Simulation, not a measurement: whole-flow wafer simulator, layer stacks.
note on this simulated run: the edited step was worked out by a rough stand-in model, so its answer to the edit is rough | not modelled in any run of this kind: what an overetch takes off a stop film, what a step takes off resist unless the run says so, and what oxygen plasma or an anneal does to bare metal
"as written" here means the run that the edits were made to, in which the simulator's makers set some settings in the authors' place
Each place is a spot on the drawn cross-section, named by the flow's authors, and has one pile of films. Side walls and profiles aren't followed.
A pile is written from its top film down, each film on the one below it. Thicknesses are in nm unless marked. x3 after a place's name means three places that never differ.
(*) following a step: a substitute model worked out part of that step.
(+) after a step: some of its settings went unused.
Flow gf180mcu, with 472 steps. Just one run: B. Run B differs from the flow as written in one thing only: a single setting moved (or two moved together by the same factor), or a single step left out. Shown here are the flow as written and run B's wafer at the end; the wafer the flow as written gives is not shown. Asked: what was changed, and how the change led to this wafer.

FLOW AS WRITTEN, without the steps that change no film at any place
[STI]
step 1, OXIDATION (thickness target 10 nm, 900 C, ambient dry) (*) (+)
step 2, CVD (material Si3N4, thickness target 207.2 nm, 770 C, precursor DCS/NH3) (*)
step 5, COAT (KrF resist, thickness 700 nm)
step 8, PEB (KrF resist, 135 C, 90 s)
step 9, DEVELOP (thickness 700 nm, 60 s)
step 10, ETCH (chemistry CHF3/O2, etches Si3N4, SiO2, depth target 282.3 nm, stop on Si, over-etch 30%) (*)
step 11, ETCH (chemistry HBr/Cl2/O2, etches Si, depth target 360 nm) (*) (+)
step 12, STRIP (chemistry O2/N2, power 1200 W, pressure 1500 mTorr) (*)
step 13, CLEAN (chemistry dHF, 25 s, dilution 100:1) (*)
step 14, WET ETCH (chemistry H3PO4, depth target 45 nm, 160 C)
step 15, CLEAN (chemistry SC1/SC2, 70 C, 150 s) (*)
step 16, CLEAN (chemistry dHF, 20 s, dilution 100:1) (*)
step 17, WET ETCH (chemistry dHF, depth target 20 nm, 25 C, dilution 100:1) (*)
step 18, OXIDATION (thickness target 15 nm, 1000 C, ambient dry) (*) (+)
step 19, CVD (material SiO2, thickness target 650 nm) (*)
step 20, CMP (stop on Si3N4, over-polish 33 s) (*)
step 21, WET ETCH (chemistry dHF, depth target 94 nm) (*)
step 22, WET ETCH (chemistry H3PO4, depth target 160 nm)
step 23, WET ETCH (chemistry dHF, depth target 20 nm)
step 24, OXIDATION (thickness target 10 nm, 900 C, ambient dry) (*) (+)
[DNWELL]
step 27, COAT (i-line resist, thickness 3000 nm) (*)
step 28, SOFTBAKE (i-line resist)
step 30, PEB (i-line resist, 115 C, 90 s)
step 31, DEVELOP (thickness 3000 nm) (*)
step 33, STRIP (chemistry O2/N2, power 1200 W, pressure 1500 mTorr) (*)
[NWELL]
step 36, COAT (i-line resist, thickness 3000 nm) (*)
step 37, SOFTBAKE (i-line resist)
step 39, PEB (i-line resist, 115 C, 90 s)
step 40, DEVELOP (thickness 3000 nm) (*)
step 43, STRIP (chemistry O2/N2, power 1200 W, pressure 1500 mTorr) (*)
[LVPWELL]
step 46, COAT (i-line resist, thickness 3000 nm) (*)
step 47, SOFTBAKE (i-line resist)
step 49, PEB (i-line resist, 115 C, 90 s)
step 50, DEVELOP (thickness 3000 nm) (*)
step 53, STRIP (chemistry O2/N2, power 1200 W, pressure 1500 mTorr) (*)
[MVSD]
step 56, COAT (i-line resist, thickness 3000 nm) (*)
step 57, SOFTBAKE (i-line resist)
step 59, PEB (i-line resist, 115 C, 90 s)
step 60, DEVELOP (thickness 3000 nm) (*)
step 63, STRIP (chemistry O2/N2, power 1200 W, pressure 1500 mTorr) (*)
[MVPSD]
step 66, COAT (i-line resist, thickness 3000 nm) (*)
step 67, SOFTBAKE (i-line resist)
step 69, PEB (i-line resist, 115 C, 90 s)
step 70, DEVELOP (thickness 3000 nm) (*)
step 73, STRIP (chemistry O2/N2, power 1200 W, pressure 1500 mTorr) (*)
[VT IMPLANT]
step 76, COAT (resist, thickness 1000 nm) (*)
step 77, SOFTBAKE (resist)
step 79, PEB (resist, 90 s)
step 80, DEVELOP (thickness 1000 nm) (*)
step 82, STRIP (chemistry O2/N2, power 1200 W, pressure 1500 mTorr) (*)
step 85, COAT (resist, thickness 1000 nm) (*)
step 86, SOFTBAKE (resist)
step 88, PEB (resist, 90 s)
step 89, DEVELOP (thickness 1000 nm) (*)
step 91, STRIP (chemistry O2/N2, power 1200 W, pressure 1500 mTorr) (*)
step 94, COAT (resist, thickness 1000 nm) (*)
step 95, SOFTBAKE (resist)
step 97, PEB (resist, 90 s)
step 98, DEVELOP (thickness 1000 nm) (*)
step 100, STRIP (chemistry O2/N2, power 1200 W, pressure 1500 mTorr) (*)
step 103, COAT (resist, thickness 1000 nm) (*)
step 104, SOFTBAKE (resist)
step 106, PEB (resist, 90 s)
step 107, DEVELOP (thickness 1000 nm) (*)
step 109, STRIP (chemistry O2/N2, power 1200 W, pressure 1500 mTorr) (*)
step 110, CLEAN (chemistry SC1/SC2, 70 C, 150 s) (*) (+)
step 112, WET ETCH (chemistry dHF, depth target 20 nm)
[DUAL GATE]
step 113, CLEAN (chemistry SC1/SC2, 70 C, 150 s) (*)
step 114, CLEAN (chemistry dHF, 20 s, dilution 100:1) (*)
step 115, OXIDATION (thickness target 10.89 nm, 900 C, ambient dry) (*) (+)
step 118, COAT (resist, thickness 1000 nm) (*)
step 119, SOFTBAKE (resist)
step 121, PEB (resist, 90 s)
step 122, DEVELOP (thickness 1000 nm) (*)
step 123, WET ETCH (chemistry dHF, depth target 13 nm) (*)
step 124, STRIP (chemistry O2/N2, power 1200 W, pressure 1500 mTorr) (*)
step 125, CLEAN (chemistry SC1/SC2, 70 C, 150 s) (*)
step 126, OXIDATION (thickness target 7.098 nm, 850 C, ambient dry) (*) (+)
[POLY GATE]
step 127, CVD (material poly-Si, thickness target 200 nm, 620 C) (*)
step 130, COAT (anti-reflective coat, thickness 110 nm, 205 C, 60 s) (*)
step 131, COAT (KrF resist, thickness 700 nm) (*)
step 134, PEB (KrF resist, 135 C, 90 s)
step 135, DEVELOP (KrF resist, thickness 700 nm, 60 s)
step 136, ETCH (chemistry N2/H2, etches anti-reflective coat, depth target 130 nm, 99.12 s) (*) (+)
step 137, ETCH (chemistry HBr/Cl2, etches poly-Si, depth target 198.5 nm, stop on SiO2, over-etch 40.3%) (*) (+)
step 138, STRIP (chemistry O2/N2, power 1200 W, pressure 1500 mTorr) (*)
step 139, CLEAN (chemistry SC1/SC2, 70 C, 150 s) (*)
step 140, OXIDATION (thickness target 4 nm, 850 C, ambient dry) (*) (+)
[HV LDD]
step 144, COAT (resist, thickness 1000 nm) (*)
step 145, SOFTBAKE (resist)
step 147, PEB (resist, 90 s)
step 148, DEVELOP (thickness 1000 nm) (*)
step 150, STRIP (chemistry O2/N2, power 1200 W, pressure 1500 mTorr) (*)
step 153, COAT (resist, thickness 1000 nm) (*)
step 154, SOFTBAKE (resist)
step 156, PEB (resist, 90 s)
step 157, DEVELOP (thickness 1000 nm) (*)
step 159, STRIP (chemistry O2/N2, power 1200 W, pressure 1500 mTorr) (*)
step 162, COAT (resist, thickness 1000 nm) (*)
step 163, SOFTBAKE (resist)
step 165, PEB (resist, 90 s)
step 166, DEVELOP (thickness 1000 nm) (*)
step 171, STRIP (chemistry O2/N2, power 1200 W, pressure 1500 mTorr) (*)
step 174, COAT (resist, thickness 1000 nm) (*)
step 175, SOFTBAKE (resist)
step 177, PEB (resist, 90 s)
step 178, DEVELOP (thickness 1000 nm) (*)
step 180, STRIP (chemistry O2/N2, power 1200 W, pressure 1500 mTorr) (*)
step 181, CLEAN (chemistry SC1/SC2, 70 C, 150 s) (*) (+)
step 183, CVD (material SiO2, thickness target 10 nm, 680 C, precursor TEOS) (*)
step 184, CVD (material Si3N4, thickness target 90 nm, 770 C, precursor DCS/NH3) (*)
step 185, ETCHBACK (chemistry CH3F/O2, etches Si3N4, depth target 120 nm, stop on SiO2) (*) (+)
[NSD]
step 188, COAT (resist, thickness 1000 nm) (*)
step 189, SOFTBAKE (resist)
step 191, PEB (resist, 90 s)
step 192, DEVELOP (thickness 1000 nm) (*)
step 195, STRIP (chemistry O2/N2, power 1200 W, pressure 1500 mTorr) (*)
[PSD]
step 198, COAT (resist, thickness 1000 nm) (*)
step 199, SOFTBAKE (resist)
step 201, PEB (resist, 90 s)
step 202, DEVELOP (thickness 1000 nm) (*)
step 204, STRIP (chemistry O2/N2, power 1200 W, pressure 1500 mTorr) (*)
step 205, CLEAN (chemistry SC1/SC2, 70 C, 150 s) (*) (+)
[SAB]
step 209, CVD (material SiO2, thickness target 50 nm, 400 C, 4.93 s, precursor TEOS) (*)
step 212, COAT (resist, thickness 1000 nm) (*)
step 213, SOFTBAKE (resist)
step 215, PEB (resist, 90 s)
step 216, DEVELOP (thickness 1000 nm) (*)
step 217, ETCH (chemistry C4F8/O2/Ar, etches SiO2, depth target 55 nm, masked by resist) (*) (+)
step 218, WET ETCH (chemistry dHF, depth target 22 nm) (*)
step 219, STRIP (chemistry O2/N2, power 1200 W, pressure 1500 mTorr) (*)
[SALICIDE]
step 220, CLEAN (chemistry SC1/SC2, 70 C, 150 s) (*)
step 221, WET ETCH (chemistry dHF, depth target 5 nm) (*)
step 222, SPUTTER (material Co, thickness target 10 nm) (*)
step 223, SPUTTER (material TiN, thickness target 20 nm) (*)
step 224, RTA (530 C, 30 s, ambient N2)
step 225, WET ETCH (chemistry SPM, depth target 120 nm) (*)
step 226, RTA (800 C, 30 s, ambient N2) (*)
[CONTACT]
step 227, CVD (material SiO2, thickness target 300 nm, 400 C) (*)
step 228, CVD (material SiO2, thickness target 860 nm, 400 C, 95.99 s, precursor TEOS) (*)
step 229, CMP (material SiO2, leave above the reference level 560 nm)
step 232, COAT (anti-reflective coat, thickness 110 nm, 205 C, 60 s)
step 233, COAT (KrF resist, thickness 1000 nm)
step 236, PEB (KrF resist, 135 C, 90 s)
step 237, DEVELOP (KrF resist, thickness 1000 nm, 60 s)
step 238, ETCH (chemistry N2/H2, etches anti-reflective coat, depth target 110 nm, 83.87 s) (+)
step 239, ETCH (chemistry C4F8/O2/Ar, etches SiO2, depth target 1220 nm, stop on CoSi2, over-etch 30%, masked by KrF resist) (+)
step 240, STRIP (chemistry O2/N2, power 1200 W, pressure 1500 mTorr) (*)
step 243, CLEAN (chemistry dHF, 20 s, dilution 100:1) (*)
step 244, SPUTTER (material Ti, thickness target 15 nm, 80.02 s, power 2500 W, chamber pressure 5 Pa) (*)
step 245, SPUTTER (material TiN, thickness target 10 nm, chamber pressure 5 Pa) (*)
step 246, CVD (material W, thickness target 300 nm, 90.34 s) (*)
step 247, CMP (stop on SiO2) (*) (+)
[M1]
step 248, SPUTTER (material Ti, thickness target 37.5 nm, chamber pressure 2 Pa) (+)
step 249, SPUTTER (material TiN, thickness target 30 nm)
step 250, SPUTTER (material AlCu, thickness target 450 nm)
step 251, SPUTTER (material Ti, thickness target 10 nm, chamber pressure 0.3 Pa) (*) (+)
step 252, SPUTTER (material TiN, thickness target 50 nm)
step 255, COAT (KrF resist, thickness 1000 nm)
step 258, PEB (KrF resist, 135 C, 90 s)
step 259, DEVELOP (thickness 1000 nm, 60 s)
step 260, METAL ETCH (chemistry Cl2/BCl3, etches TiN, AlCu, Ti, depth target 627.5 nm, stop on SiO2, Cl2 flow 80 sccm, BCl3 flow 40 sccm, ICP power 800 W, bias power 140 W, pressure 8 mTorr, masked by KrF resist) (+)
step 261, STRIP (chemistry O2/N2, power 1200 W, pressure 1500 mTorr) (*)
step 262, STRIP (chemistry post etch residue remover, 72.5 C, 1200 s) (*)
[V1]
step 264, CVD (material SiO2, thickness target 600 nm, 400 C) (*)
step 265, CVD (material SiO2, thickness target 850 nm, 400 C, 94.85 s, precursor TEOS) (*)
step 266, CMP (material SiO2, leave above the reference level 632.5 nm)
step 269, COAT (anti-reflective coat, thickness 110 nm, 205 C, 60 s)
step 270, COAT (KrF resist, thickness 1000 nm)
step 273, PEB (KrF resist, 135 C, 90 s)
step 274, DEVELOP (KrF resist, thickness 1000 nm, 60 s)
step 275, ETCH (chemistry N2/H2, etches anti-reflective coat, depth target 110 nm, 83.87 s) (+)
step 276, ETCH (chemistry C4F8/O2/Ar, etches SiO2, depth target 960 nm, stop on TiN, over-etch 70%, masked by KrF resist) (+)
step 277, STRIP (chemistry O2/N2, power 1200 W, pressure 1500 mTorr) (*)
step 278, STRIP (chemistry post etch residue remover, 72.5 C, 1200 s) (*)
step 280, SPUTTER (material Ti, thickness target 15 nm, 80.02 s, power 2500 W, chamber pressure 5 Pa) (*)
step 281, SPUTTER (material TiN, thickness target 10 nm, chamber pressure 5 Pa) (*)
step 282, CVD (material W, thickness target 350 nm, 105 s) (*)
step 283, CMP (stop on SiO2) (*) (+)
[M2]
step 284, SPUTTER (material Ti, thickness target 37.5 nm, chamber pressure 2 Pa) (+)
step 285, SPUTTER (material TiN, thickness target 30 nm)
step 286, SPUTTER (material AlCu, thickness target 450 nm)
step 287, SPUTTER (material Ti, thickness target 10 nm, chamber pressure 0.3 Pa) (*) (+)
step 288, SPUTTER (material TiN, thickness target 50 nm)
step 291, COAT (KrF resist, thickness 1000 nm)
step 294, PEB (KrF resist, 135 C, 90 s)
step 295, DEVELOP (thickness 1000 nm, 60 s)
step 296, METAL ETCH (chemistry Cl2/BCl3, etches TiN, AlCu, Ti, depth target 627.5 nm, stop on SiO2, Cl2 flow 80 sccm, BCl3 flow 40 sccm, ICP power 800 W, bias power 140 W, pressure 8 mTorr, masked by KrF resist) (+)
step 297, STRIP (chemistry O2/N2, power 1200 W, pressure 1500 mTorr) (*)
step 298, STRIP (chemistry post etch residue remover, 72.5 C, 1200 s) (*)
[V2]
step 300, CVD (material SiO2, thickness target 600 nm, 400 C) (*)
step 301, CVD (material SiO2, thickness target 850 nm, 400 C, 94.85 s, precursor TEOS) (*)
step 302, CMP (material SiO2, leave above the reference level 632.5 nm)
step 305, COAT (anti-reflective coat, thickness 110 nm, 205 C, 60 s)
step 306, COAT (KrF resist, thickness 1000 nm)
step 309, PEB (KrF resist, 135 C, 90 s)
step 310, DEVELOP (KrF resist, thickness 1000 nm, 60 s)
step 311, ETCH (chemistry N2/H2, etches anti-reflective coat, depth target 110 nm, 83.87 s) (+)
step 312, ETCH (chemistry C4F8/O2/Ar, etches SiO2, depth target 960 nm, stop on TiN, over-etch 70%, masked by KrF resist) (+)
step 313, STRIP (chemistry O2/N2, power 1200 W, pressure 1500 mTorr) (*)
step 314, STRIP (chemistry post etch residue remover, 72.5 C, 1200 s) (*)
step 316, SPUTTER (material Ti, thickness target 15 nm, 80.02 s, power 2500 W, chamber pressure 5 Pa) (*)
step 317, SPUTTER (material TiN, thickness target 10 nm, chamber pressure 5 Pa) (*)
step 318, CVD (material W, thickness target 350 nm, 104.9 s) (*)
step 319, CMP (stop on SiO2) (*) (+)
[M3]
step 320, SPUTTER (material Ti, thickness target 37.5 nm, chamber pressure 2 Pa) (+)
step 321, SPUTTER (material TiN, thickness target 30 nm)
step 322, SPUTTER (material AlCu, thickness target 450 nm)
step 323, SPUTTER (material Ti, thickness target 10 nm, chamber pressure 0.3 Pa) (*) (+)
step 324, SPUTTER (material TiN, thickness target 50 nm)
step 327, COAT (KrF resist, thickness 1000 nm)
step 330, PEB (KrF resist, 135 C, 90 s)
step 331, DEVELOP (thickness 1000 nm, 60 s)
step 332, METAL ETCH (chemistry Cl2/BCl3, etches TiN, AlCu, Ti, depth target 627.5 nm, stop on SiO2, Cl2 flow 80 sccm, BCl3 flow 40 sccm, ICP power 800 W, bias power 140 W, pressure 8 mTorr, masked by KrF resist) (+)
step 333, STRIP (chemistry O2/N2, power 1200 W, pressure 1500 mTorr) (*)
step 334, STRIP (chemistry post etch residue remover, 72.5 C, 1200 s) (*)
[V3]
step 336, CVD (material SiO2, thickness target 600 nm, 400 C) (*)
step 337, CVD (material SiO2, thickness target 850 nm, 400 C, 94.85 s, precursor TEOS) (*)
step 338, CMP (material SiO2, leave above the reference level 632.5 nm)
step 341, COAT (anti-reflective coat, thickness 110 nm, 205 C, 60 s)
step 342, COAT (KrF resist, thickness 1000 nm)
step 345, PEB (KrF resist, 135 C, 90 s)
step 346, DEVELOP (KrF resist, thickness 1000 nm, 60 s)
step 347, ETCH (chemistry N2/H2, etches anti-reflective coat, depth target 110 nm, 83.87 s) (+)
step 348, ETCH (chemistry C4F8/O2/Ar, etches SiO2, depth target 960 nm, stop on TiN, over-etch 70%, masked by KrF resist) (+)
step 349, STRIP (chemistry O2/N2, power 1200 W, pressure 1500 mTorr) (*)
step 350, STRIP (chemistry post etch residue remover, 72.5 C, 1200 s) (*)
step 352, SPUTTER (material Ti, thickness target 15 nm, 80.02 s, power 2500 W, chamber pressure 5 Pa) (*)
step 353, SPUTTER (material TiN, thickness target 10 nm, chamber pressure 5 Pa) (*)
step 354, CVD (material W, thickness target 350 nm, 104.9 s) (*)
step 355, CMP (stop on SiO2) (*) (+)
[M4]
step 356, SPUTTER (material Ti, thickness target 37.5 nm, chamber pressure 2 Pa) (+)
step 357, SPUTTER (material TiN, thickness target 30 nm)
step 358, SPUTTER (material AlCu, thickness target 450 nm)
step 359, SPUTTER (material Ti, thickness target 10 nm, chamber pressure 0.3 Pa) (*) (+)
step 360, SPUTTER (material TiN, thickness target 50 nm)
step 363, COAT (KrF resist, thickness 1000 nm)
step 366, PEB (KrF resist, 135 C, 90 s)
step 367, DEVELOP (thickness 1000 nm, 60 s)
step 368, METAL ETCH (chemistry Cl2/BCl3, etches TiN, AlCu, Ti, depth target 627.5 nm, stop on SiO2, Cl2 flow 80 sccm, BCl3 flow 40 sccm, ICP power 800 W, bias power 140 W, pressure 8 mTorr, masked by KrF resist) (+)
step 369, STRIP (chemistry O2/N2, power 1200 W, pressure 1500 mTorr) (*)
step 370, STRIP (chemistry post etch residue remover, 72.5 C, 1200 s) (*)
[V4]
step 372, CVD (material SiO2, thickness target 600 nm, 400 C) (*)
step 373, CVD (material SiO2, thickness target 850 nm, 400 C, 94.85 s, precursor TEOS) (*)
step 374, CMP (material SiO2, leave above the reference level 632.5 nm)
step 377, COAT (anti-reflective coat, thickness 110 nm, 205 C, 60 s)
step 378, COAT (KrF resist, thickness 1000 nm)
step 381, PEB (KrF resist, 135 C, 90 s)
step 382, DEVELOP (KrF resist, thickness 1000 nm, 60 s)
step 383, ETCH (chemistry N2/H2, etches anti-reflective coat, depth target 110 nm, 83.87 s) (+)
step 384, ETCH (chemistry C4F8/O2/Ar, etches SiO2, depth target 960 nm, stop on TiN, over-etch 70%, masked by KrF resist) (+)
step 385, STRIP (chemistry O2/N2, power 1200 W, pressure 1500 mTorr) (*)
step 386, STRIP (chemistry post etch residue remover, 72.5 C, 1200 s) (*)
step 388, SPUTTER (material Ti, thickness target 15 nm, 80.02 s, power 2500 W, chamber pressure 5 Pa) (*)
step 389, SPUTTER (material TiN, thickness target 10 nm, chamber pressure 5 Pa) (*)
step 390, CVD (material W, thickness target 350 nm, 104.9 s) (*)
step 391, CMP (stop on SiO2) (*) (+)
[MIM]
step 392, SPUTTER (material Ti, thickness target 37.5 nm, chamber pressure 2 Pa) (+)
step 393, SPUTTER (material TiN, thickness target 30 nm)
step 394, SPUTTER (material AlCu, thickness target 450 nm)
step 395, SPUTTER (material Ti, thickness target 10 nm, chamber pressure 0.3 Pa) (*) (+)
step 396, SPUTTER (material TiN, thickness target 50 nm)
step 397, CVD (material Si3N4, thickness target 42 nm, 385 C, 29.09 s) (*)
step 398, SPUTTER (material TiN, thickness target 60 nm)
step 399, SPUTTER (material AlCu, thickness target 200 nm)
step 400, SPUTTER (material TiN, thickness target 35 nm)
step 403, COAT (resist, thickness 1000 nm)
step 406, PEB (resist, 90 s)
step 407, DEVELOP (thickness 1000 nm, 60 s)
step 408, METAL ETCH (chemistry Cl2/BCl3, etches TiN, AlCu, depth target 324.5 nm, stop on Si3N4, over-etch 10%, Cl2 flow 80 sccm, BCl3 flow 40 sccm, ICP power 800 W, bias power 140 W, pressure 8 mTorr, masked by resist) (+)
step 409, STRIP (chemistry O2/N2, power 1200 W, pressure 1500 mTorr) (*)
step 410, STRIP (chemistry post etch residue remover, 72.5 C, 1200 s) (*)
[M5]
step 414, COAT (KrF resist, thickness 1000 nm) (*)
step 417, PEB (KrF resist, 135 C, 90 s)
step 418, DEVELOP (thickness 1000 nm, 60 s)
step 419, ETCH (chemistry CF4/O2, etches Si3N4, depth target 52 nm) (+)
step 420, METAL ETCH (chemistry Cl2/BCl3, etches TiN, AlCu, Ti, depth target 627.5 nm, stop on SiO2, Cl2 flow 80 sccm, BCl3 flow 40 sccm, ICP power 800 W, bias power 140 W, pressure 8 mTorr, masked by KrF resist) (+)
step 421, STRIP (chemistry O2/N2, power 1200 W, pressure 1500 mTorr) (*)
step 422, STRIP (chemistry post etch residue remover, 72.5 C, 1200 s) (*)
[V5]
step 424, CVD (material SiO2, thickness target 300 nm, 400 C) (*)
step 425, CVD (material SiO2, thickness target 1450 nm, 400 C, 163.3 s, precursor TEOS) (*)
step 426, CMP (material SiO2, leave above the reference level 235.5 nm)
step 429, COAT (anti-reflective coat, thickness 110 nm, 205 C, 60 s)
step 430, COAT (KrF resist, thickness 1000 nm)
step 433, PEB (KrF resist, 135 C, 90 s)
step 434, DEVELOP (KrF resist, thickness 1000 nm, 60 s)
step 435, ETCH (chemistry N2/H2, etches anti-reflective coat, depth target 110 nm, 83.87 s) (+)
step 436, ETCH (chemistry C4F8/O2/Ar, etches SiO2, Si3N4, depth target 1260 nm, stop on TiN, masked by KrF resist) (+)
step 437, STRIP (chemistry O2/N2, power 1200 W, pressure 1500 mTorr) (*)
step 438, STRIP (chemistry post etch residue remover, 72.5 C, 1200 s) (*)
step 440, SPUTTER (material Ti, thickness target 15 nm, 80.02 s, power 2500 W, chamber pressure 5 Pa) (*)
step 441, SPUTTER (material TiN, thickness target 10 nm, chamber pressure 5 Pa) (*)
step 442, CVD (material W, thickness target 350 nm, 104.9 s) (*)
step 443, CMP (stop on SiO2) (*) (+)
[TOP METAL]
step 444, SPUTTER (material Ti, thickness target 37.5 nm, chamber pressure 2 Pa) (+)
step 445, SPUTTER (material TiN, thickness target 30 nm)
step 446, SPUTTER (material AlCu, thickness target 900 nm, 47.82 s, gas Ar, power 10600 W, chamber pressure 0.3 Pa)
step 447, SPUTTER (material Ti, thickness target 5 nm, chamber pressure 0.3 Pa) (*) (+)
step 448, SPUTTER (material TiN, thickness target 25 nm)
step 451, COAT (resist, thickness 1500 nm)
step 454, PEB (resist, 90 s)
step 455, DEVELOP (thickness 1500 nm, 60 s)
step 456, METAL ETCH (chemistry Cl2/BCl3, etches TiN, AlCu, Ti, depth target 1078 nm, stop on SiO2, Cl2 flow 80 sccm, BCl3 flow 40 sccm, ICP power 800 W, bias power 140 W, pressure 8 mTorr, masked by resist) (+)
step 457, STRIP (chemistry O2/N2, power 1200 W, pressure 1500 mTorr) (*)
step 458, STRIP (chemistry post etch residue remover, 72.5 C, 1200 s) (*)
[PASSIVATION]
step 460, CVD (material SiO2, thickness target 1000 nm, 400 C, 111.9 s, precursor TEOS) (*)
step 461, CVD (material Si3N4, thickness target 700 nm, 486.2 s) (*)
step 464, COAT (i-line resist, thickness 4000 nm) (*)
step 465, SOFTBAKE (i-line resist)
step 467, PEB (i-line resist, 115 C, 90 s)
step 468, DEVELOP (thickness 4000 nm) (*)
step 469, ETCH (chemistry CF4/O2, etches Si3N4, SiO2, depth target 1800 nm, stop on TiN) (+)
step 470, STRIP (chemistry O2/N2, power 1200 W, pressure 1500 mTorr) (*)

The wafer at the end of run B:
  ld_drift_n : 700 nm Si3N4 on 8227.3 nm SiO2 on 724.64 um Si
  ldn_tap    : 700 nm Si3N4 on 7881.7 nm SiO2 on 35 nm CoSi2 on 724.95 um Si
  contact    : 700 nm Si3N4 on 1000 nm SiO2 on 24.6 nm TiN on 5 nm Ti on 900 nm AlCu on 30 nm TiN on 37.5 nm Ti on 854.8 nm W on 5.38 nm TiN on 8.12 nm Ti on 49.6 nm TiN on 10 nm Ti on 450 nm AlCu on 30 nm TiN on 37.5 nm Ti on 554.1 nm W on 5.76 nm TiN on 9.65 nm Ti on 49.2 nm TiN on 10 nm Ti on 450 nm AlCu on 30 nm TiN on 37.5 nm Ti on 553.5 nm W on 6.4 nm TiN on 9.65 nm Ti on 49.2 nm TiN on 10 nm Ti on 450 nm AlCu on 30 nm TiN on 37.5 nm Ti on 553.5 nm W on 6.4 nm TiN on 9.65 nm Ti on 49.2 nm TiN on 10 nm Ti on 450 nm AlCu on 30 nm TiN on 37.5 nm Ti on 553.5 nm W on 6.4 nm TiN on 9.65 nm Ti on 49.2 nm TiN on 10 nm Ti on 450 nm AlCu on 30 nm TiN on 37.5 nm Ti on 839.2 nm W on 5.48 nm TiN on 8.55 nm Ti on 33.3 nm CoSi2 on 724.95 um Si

Cause: step 389, SPUTTER: thickness target 9 nm was run, though the flow has thickness target 10 nm.

How this came from the change, step by step:
  step 389, SPUTTER (material TiN, thickness target 10 nm, chamber pressure 5 Pa) (*)
      field, field__w1, field__w2 and 107 more: +9 TiN (new film) (in the flow as written it would be: +10 TiN (new film))
      contact: +5.76 TiN (new film) (in the flow as written it would be: +6.4 TiN (new film))
  step 391, CMP (stop on SiO2) (*) (+)
      field, field__w1, field__w2 and 107 more: -350 W (all of it), -9 TiN (all of it), -15 Ti (all of it), -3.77 SiO2 (in the flow as written it would be: -350 W (all of it), -10 TiN (all of it), -15 Ti (all of it), -3.78 SiO2)
